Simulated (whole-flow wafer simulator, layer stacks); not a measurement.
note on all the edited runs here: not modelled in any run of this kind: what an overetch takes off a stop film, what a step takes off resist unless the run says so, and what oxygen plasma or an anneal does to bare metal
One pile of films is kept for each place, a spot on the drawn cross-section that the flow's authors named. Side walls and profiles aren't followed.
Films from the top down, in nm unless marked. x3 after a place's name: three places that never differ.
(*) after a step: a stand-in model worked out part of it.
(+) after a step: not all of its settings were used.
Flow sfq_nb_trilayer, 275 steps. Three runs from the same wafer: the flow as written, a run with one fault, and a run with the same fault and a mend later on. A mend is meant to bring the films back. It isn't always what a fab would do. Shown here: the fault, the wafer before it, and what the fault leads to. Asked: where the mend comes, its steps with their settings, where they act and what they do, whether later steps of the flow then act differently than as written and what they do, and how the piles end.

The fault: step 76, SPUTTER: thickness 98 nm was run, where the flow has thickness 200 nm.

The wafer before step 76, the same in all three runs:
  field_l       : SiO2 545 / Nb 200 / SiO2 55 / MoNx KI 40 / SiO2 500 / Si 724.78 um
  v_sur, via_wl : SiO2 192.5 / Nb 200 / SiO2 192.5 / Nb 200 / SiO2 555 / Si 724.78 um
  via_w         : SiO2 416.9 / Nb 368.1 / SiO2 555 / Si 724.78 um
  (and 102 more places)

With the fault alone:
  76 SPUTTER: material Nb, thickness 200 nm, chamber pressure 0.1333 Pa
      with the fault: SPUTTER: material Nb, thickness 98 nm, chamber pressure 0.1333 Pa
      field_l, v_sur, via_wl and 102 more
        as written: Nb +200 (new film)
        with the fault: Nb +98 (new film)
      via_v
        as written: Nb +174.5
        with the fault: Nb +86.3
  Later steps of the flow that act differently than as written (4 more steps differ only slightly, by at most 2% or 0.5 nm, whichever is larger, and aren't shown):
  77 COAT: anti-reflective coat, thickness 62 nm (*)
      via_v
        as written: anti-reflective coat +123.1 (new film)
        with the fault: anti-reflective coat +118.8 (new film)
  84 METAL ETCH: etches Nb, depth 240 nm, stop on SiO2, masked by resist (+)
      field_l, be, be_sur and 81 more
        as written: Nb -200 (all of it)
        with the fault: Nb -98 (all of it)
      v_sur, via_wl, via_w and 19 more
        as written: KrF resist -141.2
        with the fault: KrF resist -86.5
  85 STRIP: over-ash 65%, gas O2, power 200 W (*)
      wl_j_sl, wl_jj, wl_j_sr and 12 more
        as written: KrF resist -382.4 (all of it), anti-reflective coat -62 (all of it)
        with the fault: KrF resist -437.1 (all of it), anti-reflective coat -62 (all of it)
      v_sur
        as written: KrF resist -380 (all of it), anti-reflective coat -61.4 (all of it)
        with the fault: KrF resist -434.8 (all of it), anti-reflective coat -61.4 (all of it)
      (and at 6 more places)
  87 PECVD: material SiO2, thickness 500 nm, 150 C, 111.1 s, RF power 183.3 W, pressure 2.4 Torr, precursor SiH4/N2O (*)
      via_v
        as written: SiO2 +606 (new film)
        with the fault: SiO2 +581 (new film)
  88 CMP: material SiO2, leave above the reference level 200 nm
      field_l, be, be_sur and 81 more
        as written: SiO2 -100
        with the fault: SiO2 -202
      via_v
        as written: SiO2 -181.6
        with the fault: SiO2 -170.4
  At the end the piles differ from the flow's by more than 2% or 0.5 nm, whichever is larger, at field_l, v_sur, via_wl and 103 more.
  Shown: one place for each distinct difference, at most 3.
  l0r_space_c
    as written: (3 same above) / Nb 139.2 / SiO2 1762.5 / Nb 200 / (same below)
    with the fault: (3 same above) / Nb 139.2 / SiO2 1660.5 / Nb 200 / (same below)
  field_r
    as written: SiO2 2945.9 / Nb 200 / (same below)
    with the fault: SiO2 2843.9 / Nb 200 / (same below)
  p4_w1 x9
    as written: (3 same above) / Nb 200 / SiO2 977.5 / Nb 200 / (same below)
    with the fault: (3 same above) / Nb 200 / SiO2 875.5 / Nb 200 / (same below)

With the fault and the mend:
  The mend comes after step 76.
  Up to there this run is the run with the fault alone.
  76a SPUTTER: material Nb, thickness 102 nm, chamber pressure 0.1333 Pa (the flow's step 76 once more, with other settings)
      field_l, v_sur, via_wl and 102 more
        Nb +102
      via_v
        Nb +83.8
  No later step of the flow acts differently than as written, at any place that is followed, by more than 2% or 0.5 nm, whichever is larger.
  At the end the piles differ from the flow's only slightly at the places that both follow, by at most 2% or 0.5 nm, whichever is larger.
